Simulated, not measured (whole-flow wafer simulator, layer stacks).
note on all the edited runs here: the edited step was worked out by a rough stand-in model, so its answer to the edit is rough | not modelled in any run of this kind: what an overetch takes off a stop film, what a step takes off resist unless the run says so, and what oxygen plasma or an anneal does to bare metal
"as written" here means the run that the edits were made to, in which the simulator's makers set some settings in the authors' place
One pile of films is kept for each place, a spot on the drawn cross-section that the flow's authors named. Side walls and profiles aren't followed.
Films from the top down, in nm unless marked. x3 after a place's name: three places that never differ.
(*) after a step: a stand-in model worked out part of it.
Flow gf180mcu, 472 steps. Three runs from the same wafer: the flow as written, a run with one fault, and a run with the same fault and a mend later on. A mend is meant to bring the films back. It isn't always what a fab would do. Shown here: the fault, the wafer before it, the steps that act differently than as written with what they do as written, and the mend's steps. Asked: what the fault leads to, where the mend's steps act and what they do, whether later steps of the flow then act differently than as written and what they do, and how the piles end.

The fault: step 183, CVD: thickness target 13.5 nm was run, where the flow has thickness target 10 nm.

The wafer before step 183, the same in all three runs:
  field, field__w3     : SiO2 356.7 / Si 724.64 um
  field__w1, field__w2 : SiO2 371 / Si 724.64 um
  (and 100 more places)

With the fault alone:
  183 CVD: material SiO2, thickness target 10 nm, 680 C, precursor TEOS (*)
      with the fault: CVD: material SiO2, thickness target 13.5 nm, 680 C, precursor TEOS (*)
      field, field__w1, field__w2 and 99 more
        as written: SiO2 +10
        with the fault: SiO2 +13.5
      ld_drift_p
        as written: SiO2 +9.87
        with the fault: SiO2 +13.3
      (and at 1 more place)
  Later steps of the flow that act differently than as written (21 more steps differ only slightly, by at most 2% or 0.5 nm, whichever is larger, and aren't shown):
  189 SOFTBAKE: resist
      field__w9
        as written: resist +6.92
        with the fault: resist -3.09
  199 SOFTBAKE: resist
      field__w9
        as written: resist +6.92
        with the fault: resist -3.09
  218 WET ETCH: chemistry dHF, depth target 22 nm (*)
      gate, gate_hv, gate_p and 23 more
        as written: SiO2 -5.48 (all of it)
        with the fault: SiO2 -8.98 (all of it)
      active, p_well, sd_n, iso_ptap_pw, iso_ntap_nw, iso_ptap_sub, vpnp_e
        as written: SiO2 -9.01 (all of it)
        with the fault: SiO2 -12.5 (all of it)
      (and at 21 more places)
  At the end the piles differ from the flow's by more than 2% or 0.5 nm, whichever is larger, at spacer.
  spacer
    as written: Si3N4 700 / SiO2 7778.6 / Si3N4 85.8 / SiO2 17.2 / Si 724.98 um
    with the fault: Si3N4 700 / SiO2 7775.1 / Si3N4 85.8 / SiO2 20.7 / Si 724.98 um

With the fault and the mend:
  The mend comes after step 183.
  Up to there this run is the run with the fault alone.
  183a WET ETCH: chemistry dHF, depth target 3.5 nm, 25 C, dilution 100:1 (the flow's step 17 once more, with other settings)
      field, field__w1, field__w2 and 101 more
        SiO2 -3.5
  No later step of the flow acts differently than as written, at any place that is followed, by more than 2% or 0.5 nm, whichever is larger.
  At the end the piles differ from the flow's only slightly at the places that both follow, by at most 2% or 0.5 nm, whichever is larger.
